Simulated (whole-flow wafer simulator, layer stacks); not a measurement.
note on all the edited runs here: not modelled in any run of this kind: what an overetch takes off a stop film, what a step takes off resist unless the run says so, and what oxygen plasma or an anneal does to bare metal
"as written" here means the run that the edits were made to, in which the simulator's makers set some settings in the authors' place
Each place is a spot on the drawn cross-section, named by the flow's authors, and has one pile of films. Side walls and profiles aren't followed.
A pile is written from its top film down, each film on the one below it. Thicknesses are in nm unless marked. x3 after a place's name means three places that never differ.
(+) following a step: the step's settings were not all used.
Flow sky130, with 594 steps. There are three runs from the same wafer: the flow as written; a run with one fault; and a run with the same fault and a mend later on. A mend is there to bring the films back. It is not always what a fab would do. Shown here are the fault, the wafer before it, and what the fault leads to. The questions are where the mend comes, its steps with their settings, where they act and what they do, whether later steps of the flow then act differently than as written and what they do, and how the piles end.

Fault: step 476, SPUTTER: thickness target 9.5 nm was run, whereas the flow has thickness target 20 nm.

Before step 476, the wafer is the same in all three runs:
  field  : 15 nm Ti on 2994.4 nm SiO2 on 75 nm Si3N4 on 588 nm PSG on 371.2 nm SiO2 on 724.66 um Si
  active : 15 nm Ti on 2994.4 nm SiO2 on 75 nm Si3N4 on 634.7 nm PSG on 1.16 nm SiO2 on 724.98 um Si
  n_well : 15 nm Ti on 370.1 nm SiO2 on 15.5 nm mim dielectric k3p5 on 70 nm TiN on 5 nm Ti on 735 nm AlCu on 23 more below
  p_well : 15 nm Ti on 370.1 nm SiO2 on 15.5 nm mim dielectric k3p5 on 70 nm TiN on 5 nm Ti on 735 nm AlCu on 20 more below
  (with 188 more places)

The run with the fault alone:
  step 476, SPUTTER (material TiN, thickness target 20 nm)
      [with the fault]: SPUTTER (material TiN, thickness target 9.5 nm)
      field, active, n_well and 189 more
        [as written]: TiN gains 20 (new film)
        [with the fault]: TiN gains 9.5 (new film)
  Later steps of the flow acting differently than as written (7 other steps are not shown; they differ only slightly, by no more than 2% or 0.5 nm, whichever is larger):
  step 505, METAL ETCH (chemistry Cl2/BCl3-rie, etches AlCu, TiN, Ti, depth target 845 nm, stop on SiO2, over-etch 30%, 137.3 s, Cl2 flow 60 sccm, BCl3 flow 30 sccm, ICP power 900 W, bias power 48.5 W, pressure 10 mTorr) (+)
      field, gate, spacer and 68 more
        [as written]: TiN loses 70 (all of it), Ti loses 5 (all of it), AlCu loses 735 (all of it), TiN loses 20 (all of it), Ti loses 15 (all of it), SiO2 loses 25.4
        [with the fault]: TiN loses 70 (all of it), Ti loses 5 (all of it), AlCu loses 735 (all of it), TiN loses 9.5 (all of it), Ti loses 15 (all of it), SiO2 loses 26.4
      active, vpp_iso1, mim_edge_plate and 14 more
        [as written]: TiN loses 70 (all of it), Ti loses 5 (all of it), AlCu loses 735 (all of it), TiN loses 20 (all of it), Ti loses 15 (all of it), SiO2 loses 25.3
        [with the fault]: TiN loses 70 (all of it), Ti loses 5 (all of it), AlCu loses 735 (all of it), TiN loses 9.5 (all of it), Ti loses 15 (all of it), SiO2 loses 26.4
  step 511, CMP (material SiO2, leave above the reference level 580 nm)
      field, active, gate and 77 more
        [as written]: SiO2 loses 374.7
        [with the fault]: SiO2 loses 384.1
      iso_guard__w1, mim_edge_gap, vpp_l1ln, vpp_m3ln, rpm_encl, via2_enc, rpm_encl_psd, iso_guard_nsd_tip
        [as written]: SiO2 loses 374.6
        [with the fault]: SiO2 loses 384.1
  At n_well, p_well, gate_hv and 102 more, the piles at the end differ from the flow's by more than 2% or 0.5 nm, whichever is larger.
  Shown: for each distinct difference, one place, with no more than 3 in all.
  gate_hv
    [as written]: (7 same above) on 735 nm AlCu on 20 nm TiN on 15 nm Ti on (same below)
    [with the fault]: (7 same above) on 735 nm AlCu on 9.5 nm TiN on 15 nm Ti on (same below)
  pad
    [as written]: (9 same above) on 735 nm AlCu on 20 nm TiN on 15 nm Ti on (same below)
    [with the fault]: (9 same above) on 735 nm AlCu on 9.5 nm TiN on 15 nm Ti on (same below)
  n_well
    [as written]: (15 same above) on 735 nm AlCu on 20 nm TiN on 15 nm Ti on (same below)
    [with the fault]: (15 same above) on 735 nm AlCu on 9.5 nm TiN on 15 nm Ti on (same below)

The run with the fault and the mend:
  The mend follows step 476.
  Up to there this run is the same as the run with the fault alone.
  step 476a, SPUTTER (material TiN, thickness target 10.5 nm) (the flow's step 476 again, with other settings)
      field, active, n_well and 189 more
        TiN gains 10.5
  Every later step of the flow that is run acts as written at every place that is followed.
  By the end, the piles equal the flow's at every place that both follow.
